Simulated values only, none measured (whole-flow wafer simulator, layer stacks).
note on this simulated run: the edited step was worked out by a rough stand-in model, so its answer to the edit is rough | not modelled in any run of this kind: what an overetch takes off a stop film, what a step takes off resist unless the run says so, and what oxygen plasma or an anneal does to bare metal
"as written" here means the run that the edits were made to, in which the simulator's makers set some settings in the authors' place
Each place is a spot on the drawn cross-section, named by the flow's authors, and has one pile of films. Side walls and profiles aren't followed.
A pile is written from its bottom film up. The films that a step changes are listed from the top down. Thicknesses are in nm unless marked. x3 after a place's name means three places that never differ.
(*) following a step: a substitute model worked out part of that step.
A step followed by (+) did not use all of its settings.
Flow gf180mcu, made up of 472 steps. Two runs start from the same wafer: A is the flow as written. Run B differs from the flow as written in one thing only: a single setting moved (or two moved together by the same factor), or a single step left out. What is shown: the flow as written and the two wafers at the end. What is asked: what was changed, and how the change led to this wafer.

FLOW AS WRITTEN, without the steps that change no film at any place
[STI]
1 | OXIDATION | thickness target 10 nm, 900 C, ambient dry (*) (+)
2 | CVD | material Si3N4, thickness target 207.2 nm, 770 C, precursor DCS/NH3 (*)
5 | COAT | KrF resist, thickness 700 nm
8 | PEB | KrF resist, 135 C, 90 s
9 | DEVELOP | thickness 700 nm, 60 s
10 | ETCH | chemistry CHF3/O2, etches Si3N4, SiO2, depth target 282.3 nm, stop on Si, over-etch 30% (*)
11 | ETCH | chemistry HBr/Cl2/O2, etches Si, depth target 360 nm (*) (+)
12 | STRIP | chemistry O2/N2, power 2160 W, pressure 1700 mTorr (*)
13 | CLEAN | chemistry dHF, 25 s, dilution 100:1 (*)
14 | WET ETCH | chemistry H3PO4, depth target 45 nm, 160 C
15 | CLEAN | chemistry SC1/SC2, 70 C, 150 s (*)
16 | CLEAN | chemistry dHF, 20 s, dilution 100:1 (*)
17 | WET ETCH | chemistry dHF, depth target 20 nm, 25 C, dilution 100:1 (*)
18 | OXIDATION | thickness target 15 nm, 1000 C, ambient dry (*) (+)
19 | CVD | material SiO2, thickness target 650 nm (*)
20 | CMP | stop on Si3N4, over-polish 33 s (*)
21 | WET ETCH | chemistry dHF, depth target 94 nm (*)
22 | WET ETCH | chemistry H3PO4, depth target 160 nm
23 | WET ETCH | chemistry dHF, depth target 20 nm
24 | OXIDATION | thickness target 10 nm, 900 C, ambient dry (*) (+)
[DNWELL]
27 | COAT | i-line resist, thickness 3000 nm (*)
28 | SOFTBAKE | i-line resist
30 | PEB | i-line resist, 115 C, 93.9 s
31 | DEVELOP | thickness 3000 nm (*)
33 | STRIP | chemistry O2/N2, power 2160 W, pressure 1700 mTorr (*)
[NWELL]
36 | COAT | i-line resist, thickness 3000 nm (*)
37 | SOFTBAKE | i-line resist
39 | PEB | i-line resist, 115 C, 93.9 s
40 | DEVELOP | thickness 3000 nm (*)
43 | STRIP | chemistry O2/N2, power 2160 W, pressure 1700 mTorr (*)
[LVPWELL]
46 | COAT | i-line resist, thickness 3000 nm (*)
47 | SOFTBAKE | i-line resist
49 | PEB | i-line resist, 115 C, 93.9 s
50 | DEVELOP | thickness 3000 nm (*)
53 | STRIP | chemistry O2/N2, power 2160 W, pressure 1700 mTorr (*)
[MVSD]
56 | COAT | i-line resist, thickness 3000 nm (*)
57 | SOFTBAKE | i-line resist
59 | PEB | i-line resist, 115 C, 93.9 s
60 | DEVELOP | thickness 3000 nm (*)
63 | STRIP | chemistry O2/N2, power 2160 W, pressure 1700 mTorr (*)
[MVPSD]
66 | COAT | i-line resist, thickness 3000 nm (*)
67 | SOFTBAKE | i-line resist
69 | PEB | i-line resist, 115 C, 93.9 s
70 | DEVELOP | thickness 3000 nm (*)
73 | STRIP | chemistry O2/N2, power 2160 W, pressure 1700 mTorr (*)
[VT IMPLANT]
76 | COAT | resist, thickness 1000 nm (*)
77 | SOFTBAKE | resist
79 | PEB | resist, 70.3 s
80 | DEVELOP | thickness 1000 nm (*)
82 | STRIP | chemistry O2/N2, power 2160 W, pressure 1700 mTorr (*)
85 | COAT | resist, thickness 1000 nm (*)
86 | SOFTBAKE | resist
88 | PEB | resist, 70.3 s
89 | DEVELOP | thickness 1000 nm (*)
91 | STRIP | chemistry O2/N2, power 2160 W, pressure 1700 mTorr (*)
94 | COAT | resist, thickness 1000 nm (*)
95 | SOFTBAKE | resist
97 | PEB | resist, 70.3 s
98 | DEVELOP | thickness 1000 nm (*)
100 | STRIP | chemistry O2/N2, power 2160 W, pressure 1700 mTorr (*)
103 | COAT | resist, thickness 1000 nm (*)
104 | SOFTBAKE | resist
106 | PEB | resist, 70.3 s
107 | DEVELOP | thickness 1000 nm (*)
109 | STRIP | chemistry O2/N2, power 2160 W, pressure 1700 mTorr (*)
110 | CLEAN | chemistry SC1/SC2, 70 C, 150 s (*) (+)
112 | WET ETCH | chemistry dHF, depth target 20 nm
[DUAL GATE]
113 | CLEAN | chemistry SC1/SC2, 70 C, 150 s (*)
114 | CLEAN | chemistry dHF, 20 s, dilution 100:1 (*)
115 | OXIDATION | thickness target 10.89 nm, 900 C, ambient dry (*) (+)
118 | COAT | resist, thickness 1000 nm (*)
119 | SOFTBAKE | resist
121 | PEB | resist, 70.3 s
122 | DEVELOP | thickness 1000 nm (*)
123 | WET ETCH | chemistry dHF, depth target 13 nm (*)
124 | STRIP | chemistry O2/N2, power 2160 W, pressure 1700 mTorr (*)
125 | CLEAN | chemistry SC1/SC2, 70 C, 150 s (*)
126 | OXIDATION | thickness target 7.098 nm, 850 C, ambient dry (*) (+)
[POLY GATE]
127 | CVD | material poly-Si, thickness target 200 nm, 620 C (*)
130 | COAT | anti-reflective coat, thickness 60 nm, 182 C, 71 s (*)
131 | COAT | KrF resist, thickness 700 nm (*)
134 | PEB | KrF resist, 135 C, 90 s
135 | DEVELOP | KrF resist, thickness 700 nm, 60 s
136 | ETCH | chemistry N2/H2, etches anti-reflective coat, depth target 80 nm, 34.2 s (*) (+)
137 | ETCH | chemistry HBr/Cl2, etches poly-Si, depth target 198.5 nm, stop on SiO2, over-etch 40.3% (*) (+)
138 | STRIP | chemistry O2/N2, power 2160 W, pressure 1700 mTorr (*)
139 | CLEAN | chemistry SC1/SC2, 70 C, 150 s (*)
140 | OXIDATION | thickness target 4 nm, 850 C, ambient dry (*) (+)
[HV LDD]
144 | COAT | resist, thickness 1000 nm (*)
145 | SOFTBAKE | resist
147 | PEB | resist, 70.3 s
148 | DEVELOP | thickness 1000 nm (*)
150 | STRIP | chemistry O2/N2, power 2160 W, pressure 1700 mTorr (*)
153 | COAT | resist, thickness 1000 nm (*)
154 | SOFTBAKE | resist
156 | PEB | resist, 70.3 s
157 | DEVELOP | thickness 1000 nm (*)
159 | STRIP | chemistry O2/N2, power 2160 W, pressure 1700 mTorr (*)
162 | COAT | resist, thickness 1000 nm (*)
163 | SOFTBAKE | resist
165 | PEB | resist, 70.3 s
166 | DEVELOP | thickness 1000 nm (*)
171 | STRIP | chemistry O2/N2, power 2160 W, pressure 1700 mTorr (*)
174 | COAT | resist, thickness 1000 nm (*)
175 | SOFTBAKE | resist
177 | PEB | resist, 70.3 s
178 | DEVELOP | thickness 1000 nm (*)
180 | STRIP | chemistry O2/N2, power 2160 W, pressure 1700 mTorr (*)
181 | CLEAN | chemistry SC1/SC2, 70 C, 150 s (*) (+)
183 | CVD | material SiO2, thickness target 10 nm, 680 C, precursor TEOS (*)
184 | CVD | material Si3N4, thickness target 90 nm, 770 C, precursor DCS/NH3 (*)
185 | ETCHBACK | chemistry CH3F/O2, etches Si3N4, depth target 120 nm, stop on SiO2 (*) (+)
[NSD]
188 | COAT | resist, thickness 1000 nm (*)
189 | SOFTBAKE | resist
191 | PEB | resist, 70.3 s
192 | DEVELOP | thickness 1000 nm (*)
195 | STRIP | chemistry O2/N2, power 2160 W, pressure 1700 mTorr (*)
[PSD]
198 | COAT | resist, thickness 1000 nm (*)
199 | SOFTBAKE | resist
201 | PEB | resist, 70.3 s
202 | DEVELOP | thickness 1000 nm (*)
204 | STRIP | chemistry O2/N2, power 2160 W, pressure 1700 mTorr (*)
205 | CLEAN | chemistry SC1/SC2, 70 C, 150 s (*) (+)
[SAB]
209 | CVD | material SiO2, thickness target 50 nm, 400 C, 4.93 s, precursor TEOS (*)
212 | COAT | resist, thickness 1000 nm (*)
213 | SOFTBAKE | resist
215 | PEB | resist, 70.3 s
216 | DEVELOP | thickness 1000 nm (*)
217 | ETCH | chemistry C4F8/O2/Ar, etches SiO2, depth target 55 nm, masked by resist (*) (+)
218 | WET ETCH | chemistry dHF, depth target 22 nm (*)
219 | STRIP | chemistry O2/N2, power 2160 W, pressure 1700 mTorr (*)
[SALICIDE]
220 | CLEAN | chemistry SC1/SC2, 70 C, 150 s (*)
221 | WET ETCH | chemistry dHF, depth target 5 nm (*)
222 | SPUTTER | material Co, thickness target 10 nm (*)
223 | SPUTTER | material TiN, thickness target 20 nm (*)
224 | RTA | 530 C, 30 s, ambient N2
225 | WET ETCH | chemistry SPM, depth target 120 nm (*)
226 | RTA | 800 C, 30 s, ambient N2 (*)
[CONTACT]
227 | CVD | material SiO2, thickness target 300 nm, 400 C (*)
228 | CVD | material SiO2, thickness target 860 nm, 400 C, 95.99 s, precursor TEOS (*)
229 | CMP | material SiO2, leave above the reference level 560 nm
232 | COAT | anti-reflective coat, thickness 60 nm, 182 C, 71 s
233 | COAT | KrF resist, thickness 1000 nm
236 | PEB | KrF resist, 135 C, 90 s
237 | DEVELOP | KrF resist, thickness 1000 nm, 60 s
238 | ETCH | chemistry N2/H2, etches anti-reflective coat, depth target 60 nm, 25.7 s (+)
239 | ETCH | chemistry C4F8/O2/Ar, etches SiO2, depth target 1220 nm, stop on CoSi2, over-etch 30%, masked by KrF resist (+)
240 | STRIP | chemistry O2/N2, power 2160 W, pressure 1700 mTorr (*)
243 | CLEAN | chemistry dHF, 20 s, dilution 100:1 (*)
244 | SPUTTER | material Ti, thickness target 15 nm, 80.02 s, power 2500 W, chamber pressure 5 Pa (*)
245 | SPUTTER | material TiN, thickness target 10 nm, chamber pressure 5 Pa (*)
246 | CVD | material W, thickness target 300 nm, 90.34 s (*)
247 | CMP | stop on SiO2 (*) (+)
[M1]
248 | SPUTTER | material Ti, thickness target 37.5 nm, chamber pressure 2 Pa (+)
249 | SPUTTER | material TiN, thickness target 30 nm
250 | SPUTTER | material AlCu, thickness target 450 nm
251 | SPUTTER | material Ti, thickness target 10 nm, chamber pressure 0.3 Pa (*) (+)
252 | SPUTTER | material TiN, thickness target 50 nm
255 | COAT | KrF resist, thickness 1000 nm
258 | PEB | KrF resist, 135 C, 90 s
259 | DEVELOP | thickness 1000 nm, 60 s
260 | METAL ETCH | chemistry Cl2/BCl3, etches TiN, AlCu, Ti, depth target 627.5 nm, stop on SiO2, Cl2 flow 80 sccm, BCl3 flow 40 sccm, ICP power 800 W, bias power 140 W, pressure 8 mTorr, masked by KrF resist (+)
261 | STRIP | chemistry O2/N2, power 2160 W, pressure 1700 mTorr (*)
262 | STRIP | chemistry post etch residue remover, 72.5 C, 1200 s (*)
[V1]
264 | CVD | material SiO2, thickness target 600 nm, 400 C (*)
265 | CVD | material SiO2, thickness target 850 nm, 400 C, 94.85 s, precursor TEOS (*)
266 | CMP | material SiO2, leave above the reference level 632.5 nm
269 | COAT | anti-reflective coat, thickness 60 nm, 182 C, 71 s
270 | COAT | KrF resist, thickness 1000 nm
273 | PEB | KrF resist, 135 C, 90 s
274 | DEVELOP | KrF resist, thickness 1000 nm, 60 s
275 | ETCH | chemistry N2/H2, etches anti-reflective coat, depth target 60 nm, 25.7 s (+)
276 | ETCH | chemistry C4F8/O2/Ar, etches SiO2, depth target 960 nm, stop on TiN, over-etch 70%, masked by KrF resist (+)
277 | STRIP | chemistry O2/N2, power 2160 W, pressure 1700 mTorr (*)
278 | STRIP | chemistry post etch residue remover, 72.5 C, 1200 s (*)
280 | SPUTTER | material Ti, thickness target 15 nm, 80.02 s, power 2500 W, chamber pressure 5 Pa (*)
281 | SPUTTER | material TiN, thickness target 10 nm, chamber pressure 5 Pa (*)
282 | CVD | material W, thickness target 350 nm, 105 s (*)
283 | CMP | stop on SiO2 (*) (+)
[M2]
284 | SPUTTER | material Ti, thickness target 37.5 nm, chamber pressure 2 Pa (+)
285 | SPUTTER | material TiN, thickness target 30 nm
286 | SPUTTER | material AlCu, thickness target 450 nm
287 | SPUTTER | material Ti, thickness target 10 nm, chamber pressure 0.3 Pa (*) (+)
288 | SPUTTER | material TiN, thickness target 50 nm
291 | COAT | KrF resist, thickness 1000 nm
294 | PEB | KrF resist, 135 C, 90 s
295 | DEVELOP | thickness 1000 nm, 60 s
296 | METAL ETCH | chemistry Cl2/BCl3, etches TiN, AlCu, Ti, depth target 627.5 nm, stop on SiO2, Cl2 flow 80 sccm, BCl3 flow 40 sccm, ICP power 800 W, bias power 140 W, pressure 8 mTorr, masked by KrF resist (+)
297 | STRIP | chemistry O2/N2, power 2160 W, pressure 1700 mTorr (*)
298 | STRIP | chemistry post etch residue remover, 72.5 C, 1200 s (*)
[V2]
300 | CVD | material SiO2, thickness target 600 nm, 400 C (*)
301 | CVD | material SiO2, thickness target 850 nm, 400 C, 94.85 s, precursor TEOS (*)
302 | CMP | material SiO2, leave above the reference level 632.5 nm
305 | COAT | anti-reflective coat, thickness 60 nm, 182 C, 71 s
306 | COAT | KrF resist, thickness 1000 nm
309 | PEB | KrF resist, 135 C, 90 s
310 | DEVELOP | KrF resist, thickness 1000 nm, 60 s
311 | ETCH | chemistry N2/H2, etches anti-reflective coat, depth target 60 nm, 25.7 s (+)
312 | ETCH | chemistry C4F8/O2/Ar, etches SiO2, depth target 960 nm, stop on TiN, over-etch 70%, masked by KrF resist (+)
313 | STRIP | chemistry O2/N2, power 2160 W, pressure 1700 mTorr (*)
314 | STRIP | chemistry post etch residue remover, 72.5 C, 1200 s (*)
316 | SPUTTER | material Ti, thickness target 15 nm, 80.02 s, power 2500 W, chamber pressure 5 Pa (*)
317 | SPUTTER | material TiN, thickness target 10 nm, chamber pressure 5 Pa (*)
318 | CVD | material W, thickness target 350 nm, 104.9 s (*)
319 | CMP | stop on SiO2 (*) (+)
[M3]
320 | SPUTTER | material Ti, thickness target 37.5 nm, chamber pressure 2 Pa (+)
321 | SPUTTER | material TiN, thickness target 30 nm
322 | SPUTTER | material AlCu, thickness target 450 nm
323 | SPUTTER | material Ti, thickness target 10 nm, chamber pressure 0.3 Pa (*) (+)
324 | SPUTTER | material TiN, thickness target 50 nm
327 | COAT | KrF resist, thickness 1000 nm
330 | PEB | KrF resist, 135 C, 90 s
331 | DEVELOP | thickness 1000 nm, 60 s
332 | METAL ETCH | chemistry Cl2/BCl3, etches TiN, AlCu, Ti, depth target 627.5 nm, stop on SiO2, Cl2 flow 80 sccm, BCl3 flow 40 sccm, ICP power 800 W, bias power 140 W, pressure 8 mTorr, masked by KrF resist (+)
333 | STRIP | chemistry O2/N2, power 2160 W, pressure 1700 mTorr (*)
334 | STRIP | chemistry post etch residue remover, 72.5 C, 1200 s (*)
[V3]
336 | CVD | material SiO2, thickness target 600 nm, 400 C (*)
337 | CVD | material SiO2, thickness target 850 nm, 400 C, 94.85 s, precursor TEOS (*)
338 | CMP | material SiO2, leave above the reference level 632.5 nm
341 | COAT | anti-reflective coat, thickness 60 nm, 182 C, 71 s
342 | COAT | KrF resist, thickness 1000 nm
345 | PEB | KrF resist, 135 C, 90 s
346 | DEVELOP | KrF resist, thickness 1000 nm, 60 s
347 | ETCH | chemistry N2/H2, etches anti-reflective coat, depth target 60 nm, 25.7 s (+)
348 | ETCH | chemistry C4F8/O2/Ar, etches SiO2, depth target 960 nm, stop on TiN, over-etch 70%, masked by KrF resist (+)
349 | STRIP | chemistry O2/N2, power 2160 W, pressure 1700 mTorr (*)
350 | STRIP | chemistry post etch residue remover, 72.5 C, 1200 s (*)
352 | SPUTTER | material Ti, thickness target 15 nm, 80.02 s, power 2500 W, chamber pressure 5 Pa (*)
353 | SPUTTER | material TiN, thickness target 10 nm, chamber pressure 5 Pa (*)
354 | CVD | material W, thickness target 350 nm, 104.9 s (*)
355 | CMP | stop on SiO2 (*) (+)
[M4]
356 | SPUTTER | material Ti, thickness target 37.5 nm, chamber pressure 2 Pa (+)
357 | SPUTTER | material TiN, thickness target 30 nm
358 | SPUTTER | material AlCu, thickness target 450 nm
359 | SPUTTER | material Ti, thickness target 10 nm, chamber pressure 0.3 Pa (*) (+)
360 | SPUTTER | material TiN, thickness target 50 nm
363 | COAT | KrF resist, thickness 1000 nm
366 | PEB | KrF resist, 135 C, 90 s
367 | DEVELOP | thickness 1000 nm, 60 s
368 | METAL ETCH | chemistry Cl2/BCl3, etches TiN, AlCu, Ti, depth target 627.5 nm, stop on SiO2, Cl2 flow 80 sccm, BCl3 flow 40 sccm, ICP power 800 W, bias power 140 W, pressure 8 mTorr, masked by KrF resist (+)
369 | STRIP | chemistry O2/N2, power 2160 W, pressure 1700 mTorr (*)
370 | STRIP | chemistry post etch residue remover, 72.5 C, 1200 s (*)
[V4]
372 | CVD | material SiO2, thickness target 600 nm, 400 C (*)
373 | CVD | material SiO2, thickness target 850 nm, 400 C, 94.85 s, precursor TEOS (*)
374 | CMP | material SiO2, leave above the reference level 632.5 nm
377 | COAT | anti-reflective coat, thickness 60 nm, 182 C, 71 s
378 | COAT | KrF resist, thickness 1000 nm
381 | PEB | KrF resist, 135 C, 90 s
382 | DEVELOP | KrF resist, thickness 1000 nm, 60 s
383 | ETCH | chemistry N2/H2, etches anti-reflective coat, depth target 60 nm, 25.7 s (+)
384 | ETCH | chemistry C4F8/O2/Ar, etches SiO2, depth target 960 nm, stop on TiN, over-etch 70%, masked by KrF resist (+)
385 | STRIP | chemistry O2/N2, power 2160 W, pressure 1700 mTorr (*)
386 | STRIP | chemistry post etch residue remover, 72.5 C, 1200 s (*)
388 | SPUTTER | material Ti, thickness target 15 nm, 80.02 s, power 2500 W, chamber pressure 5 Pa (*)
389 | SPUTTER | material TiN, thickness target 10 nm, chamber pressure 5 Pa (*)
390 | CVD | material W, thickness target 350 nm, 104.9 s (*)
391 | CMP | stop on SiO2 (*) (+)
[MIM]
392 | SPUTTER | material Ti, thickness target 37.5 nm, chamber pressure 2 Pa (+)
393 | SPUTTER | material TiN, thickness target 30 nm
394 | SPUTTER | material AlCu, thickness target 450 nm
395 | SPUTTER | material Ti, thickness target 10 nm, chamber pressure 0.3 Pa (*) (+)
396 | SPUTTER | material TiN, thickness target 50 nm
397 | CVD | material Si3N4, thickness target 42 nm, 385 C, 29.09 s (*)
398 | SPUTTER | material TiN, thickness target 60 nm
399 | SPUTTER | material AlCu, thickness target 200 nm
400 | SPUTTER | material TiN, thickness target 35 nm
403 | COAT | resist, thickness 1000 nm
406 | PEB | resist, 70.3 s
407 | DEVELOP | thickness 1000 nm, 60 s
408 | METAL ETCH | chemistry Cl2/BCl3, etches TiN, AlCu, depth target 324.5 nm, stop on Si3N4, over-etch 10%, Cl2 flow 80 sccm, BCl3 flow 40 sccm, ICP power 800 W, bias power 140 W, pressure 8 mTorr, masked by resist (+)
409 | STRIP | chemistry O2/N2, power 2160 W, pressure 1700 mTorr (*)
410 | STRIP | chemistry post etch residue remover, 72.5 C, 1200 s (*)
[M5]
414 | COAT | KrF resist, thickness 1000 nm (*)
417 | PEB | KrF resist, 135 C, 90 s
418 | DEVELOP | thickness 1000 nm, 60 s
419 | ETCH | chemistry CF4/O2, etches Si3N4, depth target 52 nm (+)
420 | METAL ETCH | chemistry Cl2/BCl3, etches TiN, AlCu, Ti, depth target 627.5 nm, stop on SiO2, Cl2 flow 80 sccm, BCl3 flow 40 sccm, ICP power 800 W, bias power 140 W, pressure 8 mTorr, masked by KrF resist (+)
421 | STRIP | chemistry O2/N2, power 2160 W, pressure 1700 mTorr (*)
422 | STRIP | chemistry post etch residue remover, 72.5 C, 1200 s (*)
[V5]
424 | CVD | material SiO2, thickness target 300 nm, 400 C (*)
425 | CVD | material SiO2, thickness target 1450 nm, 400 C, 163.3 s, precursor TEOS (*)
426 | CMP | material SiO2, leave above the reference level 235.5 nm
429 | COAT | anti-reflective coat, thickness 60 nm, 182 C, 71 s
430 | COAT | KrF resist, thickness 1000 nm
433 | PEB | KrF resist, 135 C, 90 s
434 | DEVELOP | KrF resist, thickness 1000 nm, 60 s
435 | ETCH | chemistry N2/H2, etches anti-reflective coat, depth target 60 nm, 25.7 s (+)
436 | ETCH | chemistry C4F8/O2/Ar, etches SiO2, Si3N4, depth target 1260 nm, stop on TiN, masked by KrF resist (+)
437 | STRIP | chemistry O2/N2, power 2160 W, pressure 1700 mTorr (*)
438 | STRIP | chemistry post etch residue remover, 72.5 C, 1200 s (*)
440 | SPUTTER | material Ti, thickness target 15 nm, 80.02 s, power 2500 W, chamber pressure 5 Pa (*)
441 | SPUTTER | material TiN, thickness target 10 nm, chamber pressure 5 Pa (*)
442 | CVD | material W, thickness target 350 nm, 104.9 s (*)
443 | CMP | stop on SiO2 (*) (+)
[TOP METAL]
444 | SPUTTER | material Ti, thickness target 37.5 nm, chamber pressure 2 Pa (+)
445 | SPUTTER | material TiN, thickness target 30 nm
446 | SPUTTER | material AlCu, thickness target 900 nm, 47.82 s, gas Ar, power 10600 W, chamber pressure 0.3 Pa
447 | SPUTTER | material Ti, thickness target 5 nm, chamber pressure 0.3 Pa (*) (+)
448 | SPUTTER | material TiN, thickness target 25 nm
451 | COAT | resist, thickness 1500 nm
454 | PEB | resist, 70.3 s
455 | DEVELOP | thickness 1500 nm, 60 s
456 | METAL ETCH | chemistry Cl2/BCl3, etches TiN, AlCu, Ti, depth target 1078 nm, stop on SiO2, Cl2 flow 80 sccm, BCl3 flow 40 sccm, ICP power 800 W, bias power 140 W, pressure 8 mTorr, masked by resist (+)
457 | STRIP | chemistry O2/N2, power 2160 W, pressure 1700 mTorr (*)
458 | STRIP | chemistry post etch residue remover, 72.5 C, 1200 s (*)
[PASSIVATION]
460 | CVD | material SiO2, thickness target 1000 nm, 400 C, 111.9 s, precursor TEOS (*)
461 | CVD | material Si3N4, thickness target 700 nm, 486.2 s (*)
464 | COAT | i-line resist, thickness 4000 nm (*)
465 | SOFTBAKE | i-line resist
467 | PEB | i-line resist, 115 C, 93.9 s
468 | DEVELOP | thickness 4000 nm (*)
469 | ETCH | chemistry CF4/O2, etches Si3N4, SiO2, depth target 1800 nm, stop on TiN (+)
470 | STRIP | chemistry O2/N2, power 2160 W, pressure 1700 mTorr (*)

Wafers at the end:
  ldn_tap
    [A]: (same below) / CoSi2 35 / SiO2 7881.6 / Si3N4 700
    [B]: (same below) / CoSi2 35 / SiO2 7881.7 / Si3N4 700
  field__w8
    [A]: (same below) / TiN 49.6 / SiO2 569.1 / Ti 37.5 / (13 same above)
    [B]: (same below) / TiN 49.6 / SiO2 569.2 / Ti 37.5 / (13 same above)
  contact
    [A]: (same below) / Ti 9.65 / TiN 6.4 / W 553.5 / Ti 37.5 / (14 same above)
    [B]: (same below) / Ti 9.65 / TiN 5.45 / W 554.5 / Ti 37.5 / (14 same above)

Cause: step 389, SPUTTER: thickness target 8.5 nm was run, whereas the flow has thickness target 10 nm.

The path from the change to this, step by step:
  389 | SPUTTER | material TiN, thickness target 10 nm, chamber pressure 5 Pa (*)
      field, field__w1, field__w2 and 107 more: A +10 TiN (new film) | B +8.5 TiN (new film)
      contact: A +6.4 TiN (new film) | B +5.45 TiN (new film)
  391 | CMP | stop on SiO2 (*) (+)
      field, field__w1, field__w2 and 107 more: A -350 W (all of it), -10 TiN (all of it), -15 Ti (all of it), -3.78 SiO2 | B -350 W (all of it), -8.5 TiN (all of it), -15 Ti (all of it), -3.77 SiO2
